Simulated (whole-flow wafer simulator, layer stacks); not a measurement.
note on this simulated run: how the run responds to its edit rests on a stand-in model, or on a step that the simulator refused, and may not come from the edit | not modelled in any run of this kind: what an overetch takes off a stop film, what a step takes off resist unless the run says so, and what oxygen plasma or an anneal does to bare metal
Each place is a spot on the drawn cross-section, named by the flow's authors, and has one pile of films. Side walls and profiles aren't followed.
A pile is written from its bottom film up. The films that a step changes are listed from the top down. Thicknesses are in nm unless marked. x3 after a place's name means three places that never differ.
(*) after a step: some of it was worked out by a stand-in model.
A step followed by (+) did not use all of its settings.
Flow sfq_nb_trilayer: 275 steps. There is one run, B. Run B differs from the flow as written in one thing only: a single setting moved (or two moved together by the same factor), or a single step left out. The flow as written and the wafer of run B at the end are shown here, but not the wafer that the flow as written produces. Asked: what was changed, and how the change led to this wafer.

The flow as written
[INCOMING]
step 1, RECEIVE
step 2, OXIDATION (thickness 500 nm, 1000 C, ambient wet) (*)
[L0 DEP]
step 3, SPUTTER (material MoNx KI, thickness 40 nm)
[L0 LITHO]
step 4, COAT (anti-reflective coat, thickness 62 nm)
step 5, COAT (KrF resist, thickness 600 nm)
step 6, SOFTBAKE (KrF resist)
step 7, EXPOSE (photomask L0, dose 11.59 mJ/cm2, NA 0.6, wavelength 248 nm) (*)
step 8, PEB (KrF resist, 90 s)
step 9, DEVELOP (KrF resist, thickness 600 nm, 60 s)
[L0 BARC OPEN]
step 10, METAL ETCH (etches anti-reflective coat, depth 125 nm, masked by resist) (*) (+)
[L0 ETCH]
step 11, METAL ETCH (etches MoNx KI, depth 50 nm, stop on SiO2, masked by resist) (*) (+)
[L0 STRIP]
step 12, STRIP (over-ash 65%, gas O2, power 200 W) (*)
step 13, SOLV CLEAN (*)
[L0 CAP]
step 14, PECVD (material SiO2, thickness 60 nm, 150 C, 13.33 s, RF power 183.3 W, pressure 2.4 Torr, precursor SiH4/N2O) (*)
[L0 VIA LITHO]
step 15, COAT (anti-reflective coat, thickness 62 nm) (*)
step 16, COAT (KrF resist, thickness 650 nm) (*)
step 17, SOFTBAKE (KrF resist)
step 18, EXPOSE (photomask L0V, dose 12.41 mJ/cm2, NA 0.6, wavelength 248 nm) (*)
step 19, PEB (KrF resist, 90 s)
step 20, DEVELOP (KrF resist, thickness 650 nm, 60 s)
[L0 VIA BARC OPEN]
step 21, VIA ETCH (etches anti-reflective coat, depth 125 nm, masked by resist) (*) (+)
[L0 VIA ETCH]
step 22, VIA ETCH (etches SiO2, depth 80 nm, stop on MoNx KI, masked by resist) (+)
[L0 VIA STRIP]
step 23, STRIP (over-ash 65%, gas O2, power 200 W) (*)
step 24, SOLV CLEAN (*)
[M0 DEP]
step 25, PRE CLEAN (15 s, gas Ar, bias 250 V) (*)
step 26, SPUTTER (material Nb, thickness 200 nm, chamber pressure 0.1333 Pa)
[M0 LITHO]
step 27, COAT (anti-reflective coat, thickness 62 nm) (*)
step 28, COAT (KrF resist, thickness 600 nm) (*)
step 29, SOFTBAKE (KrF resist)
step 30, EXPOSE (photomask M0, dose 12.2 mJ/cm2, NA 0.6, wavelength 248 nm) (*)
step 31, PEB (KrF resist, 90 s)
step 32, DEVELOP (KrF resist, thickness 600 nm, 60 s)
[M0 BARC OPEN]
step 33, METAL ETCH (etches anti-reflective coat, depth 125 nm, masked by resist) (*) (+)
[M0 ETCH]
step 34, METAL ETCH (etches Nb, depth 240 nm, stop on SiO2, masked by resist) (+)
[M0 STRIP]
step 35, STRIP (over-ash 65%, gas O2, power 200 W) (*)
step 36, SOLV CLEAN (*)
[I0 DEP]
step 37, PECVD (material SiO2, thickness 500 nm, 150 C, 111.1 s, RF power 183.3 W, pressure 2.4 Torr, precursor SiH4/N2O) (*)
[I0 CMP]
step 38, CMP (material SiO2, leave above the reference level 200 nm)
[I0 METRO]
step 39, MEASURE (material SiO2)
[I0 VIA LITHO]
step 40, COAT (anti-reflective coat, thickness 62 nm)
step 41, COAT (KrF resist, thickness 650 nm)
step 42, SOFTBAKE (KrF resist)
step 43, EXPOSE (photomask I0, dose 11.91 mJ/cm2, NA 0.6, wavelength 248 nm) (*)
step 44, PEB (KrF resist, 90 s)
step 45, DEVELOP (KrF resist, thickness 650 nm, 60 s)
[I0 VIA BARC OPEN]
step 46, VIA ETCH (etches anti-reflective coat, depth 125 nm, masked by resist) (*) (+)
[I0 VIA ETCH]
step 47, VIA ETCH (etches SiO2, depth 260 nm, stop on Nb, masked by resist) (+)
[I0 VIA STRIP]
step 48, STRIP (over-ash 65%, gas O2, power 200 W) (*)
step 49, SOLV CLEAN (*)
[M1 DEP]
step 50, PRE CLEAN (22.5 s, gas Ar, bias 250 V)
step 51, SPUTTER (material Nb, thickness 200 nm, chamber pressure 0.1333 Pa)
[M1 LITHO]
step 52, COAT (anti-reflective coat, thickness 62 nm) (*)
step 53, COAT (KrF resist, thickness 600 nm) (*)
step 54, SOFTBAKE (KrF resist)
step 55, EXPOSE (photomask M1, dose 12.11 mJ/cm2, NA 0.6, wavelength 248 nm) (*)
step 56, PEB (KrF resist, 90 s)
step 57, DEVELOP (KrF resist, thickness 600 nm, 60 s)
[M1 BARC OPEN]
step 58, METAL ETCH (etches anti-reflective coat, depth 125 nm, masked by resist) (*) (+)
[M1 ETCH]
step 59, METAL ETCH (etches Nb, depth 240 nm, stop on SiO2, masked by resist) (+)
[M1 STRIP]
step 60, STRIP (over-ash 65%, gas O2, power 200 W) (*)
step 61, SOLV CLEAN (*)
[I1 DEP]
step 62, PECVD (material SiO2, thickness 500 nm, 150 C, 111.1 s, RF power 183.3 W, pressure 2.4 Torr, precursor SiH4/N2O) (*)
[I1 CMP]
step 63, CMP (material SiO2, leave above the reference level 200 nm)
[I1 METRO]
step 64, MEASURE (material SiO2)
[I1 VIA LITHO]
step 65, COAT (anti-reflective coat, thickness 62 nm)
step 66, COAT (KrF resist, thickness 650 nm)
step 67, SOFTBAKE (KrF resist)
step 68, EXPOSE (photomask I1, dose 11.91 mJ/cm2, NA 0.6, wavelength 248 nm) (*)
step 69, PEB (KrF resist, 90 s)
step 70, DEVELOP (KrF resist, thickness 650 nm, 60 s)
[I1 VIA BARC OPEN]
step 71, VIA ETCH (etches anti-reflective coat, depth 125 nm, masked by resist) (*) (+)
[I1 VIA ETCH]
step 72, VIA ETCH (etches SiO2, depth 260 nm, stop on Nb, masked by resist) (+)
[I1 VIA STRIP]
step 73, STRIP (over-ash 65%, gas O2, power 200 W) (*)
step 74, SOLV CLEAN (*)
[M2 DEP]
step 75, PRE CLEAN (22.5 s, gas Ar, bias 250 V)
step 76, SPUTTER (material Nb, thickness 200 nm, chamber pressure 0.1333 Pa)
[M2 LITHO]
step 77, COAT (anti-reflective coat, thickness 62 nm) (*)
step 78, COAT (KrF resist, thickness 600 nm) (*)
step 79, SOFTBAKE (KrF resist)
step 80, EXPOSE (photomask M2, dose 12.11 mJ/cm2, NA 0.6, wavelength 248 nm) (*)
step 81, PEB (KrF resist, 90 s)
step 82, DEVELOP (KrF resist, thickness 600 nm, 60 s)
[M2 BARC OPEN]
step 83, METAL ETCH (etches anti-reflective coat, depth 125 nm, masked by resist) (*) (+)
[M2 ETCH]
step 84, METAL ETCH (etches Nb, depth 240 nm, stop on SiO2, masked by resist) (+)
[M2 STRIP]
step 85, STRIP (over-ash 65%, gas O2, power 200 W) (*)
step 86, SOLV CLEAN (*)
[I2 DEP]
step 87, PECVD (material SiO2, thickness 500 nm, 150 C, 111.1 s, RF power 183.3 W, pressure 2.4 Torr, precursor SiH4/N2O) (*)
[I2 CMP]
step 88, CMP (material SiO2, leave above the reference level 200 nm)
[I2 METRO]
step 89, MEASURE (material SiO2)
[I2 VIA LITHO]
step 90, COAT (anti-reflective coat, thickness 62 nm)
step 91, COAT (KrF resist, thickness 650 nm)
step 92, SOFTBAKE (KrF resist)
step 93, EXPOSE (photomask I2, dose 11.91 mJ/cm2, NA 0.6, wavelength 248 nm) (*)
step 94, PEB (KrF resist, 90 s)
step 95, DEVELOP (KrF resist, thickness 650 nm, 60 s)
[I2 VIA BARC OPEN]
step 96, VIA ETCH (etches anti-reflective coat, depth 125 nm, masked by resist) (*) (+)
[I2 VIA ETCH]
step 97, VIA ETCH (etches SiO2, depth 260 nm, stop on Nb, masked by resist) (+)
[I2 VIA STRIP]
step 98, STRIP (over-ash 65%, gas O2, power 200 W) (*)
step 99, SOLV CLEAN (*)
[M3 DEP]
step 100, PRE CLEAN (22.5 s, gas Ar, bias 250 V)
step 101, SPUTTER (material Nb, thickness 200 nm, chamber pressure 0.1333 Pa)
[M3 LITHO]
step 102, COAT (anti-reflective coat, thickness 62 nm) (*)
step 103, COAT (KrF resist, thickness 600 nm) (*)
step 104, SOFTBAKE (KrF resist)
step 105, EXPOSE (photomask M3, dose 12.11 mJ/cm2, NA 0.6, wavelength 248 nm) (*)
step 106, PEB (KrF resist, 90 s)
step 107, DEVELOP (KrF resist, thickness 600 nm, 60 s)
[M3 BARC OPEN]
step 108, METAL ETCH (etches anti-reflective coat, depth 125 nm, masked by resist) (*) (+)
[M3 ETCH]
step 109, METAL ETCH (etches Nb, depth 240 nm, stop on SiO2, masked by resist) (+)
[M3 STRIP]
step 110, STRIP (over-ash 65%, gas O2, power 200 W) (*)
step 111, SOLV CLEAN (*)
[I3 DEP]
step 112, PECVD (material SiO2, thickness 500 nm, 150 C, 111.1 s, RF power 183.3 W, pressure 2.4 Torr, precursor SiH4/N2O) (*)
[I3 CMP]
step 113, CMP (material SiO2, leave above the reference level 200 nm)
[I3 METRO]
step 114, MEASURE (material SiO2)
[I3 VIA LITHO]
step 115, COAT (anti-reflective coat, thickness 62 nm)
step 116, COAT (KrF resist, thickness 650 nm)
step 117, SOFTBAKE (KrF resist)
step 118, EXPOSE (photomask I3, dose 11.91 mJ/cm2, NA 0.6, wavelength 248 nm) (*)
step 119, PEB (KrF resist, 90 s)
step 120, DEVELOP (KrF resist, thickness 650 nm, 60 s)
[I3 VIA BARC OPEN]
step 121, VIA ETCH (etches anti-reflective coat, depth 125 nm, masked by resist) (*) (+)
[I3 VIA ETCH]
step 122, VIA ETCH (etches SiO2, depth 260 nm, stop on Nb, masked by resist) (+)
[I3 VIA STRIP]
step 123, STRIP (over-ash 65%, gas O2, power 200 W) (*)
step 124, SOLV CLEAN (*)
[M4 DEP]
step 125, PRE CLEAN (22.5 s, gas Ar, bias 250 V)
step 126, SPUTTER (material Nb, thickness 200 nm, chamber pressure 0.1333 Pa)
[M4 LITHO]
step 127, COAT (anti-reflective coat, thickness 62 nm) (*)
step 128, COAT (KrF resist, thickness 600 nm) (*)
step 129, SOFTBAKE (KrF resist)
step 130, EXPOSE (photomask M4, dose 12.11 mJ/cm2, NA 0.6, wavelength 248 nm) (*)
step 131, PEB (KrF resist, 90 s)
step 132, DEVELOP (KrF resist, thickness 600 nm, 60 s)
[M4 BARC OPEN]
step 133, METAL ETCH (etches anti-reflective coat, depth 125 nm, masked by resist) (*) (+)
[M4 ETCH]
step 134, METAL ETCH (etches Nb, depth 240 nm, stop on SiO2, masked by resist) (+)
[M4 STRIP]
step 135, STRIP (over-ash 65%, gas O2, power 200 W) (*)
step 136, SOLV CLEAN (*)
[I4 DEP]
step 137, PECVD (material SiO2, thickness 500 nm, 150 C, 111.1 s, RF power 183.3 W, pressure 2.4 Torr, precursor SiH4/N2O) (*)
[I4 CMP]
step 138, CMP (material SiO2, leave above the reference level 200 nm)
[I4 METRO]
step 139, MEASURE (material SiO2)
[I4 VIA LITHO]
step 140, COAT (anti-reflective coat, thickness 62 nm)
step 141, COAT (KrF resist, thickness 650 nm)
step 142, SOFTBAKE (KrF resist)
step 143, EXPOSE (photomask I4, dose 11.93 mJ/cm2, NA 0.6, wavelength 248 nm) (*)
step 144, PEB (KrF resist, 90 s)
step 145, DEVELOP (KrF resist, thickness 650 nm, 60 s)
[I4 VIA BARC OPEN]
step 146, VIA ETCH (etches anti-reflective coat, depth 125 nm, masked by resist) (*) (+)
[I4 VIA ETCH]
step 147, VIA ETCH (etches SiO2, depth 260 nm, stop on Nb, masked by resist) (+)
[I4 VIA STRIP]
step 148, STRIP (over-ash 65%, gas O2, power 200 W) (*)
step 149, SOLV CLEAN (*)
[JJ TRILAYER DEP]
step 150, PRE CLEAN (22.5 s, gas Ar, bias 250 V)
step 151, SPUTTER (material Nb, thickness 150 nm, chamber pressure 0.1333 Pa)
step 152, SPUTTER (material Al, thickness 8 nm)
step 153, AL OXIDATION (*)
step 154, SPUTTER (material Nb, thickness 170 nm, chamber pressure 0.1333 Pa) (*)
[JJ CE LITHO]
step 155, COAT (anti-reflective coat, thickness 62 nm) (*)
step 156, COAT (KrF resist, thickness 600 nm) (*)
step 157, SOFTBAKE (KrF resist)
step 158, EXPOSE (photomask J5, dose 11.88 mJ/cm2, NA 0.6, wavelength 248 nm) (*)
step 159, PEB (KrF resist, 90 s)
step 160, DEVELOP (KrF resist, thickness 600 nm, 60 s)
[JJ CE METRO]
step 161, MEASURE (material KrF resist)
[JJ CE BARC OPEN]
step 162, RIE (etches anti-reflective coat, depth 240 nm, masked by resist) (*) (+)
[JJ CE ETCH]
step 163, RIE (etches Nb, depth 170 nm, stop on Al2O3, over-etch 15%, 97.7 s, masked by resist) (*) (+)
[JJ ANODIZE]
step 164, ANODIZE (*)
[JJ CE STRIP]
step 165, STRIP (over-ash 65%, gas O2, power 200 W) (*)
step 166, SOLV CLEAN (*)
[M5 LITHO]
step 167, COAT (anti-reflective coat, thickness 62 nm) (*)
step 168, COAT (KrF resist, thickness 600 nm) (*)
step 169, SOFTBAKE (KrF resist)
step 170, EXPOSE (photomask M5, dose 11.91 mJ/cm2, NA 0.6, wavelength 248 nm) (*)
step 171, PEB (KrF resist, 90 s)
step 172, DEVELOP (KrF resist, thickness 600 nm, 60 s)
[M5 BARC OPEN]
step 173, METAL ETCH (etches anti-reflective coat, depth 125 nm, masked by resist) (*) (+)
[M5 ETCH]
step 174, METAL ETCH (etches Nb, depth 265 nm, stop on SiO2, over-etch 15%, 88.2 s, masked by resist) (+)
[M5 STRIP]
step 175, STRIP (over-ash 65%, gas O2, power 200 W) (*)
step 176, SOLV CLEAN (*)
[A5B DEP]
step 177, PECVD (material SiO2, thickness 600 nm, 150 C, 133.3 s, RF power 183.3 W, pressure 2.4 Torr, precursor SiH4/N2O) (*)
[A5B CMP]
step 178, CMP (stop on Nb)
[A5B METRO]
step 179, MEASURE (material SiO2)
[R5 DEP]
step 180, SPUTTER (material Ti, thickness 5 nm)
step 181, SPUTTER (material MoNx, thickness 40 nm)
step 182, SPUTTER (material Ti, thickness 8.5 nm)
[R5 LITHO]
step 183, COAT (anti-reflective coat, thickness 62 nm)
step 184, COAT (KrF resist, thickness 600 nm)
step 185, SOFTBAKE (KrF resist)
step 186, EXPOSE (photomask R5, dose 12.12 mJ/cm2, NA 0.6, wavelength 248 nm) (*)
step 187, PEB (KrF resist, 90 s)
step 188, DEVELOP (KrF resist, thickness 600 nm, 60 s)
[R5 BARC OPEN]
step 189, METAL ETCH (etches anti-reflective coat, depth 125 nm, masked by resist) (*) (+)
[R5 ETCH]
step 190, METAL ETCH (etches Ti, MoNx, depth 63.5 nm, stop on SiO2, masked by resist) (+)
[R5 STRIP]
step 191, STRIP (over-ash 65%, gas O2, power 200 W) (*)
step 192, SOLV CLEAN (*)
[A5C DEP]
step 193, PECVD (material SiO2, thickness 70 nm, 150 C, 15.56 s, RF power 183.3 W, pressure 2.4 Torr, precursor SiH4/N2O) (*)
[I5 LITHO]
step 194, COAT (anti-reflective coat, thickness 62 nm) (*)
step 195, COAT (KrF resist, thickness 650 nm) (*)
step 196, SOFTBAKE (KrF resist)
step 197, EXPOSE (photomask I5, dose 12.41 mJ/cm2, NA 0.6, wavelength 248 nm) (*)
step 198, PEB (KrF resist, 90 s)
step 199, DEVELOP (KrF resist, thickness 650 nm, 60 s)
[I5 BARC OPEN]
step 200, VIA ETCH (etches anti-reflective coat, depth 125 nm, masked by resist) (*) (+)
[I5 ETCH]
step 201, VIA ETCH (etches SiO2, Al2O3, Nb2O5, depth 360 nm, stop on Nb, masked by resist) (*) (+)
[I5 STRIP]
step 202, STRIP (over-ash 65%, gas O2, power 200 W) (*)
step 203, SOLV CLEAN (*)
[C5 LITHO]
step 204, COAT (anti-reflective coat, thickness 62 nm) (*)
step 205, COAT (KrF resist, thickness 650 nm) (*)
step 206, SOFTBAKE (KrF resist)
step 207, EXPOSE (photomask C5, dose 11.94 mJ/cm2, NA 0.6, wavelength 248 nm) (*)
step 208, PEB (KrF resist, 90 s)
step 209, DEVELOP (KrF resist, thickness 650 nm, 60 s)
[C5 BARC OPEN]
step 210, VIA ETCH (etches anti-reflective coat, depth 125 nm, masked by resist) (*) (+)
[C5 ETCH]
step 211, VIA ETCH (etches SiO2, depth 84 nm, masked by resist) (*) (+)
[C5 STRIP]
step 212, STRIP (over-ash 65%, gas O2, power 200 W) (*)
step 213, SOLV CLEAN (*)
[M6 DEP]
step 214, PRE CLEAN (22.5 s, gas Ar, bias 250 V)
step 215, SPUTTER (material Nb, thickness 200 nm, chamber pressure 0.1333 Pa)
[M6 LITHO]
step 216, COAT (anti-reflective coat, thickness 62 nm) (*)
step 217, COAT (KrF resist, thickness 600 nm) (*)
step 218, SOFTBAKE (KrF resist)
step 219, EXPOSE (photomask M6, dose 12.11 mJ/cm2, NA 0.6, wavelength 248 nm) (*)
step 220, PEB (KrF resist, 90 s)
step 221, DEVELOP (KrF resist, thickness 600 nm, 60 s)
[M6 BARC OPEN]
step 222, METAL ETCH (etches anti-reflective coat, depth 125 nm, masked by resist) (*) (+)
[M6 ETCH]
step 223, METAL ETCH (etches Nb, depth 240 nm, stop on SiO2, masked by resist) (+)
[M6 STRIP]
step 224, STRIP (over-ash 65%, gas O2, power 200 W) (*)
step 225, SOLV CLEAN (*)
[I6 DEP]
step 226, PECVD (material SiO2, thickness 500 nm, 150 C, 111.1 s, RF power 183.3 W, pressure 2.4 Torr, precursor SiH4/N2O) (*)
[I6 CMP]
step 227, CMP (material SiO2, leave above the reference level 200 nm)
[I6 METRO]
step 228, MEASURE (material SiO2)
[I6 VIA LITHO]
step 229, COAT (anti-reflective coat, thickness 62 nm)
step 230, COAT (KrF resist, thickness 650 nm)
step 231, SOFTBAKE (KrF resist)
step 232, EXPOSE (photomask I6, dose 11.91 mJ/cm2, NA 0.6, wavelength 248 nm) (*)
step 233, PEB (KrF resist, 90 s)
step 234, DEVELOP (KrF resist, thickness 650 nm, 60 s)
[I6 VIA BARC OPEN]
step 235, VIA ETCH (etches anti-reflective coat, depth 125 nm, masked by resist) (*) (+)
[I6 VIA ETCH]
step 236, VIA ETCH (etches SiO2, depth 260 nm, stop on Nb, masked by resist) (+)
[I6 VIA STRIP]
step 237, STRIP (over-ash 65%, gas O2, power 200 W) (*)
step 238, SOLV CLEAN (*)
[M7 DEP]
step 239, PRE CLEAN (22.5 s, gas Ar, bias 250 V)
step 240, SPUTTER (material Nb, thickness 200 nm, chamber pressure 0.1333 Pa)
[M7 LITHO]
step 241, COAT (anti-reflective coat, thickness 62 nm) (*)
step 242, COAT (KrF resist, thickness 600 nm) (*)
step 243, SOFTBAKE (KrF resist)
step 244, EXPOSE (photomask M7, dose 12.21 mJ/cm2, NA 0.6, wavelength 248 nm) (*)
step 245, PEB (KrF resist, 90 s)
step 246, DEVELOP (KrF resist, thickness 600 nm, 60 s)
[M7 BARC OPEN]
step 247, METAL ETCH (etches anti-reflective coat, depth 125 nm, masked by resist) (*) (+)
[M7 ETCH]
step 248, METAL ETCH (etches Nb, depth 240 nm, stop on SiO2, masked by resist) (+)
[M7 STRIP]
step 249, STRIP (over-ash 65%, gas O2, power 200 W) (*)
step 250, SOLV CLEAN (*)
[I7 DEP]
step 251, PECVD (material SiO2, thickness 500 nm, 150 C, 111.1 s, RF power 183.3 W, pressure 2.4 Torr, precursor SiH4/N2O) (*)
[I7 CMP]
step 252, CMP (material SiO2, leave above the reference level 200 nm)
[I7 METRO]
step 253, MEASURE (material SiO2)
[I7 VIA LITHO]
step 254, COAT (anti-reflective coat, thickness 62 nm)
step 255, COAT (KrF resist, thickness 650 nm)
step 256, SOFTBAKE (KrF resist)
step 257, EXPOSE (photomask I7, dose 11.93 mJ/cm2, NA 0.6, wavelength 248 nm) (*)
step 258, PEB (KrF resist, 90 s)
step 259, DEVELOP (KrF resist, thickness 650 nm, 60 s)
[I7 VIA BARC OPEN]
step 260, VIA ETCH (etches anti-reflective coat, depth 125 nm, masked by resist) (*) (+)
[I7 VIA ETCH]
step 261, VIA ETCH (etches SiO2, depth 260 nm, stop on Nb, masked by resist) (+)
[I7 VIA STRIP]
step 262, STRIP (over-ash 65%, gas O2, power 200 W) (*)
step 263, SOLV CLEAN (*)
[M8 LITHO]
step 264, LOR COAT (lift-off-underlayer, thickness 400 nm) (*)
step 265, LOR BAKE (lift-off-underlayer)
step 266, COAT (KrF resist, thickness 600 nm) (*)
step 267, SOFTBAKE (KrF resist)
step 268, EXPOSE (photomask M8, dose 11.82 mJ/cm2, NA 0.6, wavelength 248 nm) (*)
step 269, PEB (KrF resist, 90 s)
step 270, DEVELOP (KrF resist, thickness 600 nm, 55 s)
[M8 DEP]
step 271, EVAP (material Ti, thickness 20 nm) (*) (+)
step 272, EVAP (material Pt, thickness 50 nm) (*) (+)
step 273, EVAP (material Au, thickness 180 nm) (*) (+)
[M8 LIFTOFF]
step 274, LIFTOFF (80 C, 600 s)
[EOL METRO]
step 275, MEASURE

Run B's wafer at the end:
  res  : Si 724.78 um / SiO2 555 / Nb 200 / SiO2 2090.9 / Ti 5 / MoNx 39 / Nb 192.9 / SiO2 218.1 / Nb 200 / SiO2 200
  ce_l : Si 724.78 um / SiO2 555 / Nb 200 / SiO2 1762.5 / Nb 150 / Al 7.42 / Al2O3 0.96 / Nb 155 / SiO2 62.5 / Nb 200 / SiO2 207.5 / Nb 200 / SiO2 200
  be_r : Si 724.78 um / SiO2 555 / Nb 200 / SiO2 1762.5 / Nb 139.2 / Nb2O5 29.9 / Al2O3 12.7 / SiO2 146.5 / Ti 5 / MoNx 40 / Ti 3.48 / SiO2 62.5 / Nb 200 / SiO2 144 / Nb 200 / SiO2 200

What caused this: step 182, SPUTTER: thickness 3.48 nm was run, while the flow as written has thickness 8.5 nm.
The wafer lets one read it off: be_r has Ti 3.48, and step 182 as written asks for 8.5 nm.

How this came from the change, step by step:
  step 182, SPUTTER (material Ti, thickness 8.5 nm)
      field_l, v_sur, via_wl and 103 more: +3.48 Ti (new film) (it would be, as written: +8.5 Ti (new film))
  step 190, METAL ETCH (etches Ti, MoNx, depth 63.5 nm, stop on SiO2, masked by resist) (+)
      field_l, v_sur, via_wl and 92 more: -3.48 Ti (all of it), -40 MoNx (all of it), -5 Ti (all of it) (it would be, as written: -8.5 Ti (all of it), -40 MoNx (all of it), -5 Ti (all of it))
      ce_l, c5j, ce_r, wl_jj: -3.48 Ti (all of it), -40 MoNx (all of it), -5 Ti (all of it), -15 Nb (it would be, as written: -8.5 Ti (all of it), -40 MoNx (all of it), -5 Ti (all of it), -10 Nb)
  step 194, COAT (anti-reflective coat, thickness 62 nm) (*)
      r5r_spacepad_l, r5r_spacepad_r: +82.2 anti-reflective coat (new film) (it would be, as written: +84.4 anti-reflective coat (new film))
      ce_l: +69.4 anti-reflective coat (new film) (it would be, as written: +67.2 anti-reflective coat (new film))
      (as well as at 4 more places)
  step 202, STRIP (over-ash 65%, gas O2, power 200 W) (*)
      r5r_spacepad_l, r5r_spacepad_r: -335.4 KrF resist (all of it), -82.2 anti-reflective coat (all of it) (it would be, as written: -335.6 KrF resist (all of it), -84.4 anti-reflective coat (all of it))
      ce_l: -342.8 KrF resist (all of it), -69.4 anti-reflective coat (all of it) (it would be, as written: -341.5 KrF resist (all of it), -67.2 anti-reflective coat (all of it))
      (as well as at 4 more places)
  step 204, COAT (anti-reflective coat, thickness 62 nm) (*)
      r5r_spacepad_l, r5r_spacepad_r: +82.2 anti-reflective coat (new film) (it would be, as written: +84.4 anti-reflective coat (new film))
      ce_l: +68.2 anti-reflective coat (new film) (it would be, as written: +66 anti-reflective coat (new film))
      (as well as at 4 more places)
  step 210, VIA ETCH (etches anti-reflective coat, depth 125 nm, masked by resist) (*) (+)
      c5j: -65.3 anti-reflective coat (all of it), -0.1 SiO2 (it would be, as written: -63.9 anti-reflective coat (all of it), -0.11 SiO2)
  step 212, STRIP (over-ash 65%, gas O2, power 200 W) (*)
      r5r_spacepad_l, r5r_spacepad_r: -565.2 KrF resist (all of it), -82.2 anti-reflective coat (all of it) (it would be, as written: -565.8 KrF resist (all of it), -84.4 anti-reflective coat (all of it))
      ce_l: -568.4 KrF resist (all of it), -68.2 anti-reflective coat (all of it) (it would be, as written: -567.4 KrF resist (all of it), -66 anti-reflective coat (all of it))
      (as well as at 3 more places)
  step 214, PRE CLEAN (22.5 s, gas Ar, bias 250 V)
      res: -3.48 Ti (all of it), -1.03 MoNx (it would be, as written: -4.53 Ti)
  step 216, COAT (anti-reflective coat, thickness 62 nm) (*)
      r5r_spacepad_l, r5r_spacepad_r: +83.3 anti-reflective coat (new film) (it would be, as written: +85.7 anti-reflective coat (new film))
      ce_l: +49.6 anti-reflective coat (new film) (it would be, as written: +48 anti-reflective coat (new film))
      (as well as at 4 more places)
  step 222, METAL ETCH (etches anti-reflective coat, depth 125 nm, masked by resist) (*) (+)
      r5r_spacepad_l, r5r_spacepad_r: -83.3 anti-reflective coat (all of it) (it would be, as written: -85.7 anti-reflective coat (all of it))
  step 224, STRIP (over-ash 65%, gas O2, power 200 W) (*)
      ce_l: -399 KrF resist (all of it), -49.6 anti-reflective coat (all of it) (it would be, as written: -397.1 KrF resist (all of it), -48 anti-reflective coat (all of it))
      ce_r: -404.8 KrF resist (all of it), -50.4 anti-reflective coat (all of it) (it would be, as written: -403.5 KrF resist (all of it), -48.8 anti-reflective coat (all of it))
      (as well as at 3 more places)
  step 227, CMP (material SiO2, leave above the reference level 200 nm)
      r5r_line_l, r5r_line_c, r5r_line_r: -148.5 SiO2 (it would be, as written: -153.5 SiO2)
      r5r_spacepad_l, r5r_spacepad_r: -146 SiO2 (it would be, as written: -153.5 SiO2)
      (as well as at 1 more place)
